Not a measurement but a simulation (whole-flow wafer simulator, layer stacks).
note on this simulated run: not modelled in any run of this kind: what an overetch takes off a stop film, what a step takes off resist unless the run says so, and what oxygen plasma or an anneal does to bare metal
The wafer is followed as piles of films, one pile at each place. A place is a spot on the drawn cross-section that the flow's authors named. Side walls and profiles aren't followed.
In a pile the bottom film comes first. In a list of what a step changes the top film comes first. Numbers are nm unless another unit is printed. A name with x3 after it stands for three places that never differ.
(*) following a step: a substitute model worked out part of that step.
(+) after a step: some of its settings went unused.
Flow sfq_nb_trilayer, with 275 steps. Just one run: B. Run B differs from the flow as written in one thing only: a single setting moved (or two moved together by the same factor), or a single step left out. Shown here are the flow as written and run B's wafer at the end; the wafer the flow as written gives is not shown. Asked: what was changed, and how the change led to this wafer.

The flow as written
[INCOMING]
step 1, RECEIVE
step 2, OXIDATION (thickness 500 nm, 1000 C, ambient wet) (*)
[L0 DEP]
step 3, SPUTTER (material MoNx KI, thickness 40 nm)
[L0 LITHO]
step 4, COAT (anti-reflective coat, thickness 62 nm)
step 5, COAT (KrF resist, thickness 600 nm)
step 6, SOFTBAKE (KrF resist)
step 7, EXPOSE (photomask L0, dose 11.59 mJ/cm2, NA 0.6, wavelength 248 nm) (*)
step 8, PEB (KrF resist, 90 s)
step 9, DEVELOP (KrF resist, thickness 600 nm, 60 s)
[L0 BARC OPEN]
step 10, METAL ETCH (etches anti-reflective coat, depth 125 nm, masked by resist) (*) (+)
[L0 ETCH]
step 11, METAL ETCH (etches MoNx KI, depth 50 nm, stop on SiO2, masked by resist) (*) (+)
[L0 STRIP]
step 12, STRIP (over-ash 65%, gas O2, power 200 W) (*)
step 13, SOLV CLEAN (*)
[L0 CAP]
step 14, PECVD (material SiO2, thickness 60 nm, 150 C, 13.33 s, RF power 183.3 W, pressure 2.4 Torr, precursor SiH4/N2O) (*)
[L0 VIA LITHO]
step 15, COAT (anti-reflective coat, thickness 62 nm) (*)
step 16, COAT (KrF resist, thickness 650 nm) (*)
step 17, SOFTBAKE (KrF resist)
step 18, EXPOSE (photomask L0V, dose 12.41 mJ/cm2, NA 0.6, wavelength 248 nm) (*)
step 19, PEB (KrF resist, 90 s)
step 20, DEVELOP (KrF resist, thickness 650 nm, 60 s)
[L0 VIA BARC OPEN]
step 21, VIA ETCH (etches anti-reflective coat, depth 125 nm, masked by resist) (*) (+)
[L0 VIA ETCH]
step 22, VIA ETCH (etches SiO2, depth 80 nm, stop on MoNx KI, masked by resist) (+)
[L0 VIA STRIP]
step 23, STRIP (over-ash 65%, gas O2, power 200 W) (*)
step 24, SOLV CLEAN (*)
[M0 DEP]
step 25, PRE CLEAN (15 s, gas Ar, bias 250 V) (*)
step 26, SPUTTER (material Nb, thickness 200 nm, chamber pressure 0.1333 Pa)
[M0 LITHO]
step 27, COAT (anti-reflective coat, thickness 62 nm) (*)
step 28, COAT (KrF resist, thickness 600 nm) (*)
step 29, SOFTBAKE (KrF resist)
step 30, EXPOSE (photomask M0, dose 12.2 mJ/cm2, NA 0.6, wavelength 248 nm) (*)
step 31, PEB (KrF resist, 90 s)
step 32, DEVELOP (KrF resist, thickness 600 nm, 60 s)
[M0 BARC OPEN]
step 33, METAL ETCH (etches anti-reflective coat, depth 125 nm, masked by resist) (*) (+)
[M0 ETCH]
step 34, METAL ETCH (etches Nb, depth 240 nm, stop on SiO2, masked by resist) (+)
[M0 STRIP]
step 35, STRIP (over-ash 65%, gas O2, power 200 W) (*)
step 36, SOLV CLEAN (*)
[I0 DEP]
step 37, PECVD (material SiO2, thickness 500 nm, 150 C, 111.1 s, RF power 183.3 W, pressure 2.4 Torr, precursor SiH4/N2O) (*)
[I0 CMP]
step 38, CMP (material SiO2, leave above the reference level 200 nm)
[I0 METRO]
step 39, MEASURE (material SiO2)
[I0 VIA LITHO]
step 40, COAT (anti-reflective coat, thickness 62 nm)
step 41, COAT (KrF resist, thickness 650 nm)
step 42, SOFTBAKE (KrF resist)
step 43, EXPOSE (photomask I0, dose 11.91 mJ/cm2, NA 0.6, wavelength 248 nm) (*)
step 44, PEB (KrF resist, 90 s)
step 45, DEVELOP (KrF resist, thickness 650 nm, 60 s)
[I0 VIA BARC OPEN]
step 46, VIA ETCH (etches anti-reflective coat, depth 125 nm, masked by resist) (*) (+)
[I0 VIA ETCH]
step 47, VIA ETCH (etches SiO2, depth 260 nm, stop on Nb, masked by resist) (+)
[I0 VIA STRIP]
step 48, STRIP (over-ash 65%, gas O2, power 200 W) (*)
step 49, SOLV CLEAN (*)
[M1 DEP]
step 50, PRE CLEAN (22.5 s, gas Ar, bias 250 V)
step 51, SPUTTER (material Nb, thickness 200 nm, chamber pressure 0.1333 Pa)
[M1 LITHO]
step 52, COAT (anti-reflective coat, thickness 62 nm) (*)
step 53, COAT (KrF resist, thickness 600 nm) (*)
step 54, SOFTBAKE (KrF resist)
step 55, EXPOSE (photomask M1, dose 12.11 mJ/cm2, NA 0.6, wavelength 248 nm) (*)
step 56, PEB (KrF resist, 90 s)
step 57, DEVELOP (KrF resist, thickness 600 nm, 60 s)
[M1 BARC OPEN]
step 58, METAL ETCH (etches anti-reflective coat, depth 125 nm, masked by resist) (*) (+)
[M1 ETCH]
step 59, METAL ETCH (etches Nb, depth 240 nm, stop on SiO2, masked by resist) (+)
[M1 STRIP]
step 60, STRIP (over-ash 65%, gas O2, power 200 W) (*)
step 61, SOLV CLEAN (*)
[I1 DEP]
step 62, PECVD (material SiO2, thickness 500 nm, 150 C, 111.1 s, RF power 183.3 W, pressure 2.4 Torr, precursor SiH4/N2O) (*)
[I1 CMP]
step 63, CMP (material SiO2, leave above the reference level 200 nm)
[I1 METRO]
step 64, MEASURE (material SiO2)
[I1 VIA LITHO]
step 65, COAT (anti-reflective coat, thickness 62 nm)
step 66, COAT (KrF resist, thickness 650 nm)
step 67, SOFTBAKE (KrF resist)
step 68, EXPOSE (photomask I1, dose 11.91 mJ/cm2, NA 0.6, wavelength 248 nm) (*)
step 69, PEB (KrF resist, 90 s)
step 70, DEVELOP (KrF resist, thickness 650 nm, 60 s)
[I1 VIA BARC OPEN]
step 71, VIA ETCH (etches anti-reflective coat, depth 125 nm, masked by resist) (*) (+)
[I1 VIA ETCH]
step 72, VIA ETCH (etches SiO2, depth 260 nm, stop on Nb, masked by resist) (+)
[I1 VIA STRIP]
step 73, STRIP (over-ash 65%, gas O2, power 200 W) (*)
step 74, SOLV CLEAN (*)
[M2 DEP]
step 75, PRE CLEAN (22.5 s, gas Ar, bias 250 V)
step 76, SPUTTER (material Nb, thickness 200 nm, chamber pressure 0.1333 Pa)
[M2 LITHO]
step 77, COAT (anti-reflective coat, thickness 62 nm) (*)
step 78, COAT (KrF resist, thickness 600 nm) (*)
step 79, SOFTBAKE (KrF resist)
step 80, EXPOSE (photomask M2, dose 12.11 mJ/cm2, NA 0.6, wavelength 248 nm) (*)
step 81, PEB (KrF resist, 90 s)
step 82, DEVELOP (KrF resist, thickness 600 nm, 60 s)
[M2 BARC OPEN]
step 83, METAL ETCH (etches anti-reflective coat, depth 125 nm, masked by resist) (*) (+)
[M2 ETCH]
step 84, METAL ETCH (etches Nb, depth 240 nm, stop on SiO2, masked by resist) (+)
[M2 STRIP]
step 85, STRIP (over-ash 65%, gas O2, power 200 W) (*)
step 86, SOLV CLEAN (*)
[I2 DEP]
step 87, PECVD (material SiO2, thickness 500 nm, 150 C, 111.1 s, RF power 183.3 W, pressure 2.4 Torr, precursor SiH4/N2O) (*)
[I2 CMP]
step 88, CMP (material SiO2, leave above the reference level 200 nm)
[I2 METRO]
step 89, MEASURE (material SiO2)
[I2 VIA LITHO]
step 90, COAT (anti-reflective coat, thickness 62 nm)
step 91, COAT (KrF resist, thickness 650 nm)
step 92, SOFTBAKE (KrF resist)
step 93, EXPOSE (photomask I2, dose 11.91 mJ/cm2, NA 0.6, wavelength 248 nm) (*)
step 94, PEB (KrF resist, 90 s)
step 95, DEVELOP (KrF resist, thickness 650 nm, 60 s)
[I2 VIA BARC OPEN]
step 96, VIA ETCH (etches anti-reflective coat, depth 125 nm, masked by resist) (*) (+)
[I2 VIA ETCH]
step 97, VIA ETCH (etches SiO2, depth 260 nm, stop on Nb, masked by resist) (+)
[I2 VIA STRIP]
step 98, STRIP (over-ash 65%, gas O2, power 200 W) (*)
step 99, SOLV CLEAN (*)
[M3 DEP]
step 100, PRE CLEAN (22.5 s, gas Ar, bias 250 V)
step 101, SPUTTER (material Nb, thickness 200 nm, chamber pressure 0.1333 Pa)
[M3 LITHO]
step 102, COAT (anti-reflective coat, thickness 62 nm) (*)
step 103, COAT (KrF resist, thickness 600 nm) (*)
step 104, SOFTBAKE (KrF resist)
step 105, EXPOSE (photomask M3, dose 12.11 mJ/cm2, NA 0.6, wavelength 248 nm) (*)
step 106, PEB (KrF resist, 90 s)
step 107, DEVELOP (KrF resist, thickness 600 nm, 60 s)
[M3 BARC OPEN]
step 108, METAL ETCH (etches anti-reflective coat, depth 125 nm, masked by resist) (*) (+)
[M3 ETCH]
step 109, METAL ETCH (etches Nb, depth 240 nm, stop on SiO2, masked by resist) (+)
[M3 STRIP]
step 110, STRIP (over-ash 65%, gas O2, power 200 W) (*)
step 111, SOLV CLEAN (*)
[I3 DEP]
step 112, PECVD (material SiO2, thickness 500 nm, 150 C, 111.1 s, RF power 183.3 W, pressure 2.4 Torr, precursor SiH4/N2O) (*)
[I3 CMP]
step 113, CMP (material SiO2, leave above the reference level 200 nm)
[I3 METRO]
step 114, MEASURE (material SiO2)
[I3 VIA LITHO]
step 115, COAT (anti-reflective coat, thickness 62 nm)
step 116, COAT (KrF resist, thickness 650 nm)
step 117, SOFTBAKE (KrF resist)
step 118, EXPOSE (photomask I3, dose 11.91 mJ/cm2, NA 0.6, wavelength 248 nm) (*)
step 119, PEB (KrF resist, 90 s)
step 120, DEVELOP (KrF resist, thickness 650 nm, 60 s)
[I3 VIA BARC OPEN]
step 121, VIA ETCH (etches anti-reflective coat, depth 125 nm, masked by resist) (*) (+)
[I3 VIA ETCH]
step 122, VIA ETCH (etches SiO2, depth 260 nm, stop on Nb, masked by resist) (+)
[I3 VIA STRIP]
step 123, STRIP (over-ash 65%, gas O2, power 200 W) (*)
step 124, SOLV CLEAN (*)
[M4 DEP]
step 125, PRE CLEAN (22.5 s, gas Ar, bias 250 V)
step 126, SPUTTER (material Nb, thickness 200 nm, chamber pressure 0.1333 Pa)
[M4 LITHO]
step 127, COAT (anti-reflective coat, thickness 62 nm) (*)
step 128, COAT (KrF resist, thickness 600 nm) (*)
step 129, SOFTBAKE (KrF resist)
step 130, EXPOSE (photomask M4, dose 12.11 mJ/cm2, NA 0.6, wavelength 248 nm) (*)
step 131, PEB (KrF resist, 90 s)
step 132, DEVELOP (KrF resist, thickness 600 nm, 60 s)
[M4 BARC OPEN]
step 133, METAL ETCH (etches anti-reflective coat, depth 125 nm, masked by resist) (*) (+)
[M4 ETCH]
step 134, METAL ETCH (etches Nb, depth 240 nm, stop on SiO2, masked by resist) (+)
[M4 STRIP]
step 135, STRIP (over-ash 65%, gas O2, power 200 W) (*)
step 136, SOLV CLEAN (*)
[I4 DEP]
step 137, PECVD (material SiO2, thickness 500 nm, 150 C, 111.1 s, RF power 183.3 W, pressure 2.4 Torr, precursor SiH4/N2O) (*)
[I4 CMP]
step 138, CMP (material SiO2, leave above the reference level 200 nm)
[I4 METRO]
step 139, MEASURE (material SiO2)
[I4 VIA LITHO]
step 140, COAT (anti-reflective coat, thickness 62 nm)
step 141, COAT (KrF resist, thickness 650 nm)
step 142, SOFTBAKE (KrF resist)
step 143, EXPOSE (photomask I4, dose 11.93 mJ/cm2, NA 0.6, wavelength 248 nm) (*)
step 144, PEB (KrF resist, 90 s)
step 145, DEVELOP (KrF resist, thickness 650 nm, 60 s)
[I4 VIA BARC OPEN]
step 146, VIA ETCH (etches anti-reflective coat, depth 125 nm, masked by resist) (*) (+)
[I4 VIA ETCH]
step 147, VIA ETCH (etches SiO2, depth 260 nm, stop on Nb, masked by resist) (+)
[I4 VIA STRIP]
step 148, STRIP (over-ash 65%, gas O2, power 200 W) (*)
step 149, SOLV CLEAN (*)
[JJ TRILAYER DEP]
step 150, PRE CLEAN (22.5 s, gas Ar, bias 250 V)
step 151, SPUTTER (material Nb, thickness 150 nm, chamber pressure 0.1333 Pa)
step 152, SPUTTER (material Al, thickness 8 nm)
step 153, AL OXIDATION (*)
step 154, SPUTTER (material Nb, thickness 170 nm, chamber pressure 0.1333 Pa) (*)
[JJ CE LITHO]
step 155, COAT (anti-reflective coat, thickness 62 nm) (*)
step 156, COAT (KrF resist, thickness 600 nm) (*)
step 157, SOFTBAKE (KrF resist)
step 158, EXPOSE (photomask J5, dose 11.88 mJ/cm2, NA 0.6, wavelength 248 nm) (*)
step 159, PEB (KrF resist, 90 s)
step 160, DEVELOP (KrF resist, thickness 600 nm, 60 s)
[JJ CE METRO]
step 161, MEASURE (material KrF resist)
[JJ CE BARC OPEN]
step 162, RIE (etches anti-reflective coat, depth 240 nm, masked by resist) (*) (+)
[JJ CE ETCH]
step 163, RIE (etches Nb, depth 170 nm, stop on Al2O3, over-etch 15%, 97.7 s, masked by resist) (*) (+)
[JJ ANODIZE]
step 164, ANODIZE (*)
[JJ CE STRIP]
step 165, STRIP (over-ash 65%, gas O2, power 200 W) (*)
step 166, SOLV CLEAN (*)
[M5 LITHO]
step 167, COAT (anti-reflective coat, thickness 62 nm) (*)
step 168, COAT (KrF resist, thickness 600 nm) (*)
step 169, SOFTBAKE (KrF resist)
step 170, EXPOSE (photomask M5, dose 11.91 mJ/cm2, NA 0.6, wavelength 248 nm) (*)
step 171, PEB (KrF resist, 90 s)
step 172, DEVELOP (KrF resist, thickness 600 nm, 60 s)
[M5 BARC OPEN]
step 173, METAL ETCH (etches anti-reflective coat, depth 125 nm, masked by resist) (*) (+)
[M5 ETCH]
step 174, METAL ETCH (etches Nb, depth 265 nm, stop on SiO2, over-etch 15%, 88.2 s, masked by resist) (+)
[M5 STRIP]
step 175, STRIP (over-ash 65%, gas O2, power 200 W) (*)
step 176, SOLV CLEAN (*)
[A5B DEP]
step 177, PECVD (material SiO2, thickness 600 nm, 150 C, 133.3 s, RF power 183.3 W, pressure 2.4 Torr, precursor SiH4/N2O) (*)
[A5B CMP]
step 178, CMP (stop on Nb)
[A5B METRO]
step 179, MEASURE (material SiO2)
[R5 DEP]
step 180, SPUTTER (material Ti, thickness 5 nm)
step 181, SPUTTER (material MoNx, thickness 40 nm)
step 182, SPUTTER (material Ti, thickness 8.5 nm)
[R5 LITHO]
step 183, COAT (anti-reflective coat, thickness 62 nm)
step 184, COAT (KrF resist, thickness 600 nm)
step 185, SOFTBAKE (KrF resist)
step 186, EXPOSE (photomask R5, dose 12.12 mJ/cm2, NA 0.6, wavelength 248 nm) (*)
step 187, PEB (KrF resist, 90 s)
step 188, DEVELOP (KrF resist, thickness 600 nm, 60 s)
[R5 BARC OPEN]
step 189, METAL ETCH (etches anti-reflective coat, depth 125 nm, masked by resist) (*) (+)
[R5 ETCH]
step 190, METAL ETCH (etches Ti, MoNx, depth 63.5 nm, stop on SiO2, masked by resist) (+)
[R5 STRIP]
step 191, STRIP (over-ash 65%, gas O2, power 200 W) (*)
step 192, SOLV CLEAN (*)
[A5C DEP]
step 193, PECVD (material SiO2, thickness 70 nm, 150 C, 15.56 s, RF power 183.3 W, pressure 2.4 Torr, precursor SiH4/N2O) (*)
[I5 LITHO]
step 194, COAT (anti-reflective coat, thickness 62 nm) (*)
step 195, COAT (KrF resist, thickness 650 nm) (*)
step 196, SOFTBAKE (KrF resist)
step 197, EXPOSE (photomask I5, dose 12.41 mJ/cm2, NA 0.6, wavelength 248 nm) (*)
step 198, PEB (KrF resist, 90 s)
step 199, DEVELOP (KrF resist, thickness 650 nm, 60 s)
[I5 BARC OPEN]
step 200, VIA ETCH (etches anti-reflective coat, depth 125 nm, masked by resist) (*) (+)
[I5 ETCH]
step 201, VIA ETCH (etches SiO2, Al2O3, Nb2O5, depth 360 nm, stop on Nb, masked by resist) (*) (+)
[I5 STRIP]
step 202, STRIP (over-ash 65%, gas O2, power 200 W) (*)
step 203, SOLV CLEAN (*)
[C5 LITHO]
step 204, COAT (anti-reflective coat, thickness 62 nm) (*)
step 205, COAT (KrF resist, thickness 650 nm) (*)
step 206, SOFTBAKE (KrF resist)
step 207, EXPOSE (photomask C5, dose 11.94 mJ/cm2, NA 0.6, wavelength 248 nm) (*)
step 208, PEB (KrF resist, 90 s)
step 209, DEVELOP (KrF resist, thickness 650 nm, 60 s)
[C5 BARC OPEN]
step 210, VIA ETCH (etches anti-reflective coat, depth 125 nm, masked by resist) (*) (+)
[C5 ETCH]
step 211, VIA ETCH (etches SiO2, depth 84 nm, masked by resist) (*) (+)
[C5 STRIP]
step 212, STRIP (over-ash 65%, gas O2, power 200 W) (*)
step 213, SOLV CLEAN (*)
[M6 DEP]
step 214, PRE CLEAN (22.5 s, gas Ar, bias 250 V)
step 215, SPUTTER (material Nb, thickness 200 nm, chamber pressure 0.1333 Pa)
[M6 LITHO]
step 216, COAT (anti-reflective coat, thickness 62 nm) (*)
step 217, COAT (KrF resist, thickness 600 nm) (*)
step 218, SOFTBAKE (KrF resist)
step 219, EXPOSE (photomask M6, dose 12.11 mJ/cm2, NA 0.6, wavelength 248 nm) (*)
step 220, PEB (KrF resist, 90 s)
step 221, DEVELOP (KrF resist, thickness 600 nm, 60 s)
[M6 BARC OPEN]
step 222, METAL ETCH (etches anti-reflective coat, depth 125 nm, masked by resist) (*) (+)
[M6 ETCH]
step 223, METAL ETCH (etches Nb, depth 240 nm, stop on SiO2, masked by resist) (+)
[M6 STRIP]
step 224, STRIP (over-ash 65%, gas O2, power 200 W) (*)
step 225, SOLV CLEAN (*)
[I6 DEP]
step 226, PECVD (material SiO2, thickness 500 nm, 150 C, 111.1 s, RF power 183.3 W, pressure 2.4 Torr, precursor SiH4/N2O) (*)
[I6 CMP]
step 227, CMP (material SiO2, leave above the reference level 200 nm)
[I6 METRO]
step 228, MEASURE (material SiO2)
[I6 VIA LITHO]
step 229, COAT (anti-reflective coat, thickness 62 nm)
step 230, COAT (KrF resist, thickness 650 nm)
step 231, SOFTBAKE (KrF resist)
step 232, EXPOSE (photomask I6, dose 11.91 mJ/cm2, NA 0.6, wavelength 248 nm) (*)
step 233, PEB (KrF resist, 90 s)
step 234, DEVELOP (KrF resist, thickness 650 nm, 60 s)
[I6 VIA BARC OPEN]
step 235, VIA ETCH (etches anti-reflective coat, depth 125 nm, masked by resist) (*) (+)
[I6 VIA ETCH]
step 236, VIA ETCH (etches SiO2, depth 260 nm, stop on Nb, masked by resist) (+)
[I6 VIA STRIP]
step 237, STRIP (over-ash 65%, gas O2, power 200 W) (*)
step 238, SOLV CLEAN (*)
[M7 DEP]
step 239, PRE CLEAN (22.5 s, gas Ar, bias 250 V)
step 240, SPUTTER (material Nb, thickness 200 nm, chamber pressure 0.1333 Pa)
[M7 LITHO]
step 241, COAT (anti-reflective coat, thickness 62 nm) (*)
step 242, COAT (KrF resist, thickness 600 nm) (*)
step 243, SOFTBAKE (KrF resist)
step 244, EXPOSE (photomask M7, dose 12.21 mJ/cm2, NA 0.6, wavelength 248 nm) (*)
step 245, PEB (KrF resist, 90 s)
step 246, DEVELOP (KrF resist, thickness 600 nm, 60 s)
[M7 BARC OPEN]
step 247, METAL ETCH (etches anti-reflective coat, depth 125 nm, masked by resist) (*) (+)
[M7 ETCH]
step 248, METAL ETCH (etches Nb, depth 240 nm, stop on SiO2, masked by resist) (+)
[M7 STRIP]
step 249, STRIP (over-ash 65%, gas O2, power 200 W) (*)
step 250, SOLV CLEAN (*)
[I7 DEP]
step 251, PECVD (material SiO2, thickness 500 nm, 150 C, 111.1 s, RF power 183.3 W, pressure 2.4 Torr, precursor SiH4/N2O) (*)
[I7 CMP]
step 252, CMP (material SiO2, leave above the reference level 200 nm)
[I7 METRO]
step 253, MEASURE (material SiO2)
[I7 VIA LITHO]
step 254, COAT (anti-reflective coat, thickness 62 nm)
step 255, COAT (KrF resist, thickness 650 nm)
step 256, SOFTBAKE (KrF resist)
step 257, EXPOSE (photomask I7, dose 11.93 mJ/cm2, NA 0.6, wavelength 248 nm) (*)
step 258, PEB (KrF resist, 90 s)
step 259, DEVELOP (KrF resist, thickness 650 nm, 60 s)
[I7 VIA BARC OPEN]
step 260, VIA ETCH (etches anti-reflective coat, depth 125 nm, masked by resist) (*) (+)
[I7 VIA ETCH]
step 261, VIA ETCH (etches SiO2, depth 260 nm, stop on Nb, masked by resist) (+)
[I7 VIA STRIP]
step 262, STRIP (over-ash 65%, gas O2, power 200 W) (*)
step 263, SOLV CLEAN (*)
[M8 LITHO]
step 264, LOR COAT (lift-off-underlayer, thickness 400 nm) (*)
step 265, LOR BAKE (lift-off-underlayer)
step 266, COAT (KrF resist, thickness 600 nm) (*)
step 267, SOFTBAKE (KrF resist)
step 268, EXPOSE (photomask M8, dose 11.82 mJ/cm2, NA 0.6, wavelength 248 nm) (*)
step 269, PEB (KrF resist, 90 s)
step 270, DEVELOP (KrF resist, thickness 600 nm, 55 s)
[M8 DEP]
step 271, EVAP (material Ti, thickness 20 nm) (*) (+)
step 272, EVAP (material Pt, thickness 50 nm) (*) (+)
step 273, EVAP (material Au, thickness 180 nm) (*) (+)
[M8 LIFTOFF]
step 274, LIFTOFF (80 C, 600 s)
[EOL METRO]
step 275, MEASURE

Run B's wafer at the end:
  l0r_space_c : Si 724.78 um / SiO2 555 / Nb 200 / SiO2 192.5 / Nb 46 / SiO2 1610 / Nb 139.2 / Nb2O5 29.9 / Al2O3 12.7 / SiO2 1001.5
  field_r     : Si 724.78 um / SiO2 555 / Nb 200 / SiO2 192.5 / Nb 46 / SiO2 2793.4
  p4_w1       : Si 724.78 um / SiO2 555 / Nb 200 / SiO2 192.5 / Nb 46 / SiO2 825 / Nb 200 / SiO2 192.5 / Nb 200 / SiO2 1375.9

The reason: step 51, SPUTTER: thickness 286 nm was run, whereas the flow has thickness 200 nm.

Step by step, how the change led to this:
  step 51, SPUTTER (material Nb, thickness 200 nm, chamber pressure 0.1333 Pa)
      field_l, v_sur, via_wl and 102 more: +286 Nb (new film) (in the flow as written it would be: +200 Nb (new film))
      via_w: +250.8 Nb (in the flow as written it would be: +174.5 Nb)
  step 52, COAT (anti-reflective coat, thickness 62 nm) (*)
      via_wl: +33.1 anti-reflective coat (new film) (in the flow as written it would be: +33.8 anti-reflective coat (new film))
      via_wr: +33.1 anti-reflective coat (new film) (in the flow as written it would be: +34.9 anti-reflective coat (new film))
  step 59, METAL ETCH (etches Nb, depth 240 nm, stop on SiO2, masked by resist) (+)
      field_l, be, be_sur and 79 more: -240 Nb (in the flow as written it would be: -200 Nb (all of it))
  step 60, STRIP (over-ash 65%, gas O2, power 200 W) (*)
      via_wl: -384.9 KrF resist (all of it), -33.1 anti-reflective coat (all of it) (in the flow as written it would be: -385.5 KrF resist (all of it), -33.8 anti-reflective coat (all of it))
      via_wr: -384.9 KrF resist (all of it), -33.1 anti-reflective coat (all of it) (in the flow as written it would be: -384.4 KrF resist (all of it), -34.9 anti-reflective coat (all of it))
  step 62, PECVD (material SiO2, thickness 500 nm, 150 C, 111.1 s, RF power 183.3 W, pressure 2.4 Torr, precursor SiH4/N2O) (*)
      field_l, be, be_sur and 72 more: +500 SiO2 (new film) (in the flow as written it would be: +500 SiO2)
      lsp_m, ln_m6, lsp_r, l0_sur, l0v: +493.9 SiO2 (new film) (in the flow as written it would be: +494.9 SiO2)
      (also at 3 further places)
  step 63, CMP (material SiO2, leave above the reference level 200 nm)
      field_l, be, be_sur and 72 more: -60 SiO2 (in the flow as written it would be: -100 SiO2)
      lsp_m, ln_m6, lsp_r, l0_sur, l0v: -53.9 SiO2 (in the flow as written it would be: -94.9 SiO2)
      (also at 1 further place)
If metal films that touch count as one body, l0r_space_c has 3 bodies (between them, from the top down: SiO2 1610; SiO2 192.5); the flow as written gives 2 bodies (between them, from the top down: SiO2 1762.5).
If metal films that touch count as one body, field_r has 2 bodies (between them, from the top down: SiO2 192.5); the flow as written gives 1 body.
If metal films that touch count as one body, p4_w1 has 4 bodies (between them, from the top down: SiO2 192.5; SiO2 825; SiO2 192.5); the flow as written gives 3 bodies (between them, from the top down: SiO2 192.5; SiO2 977.5).
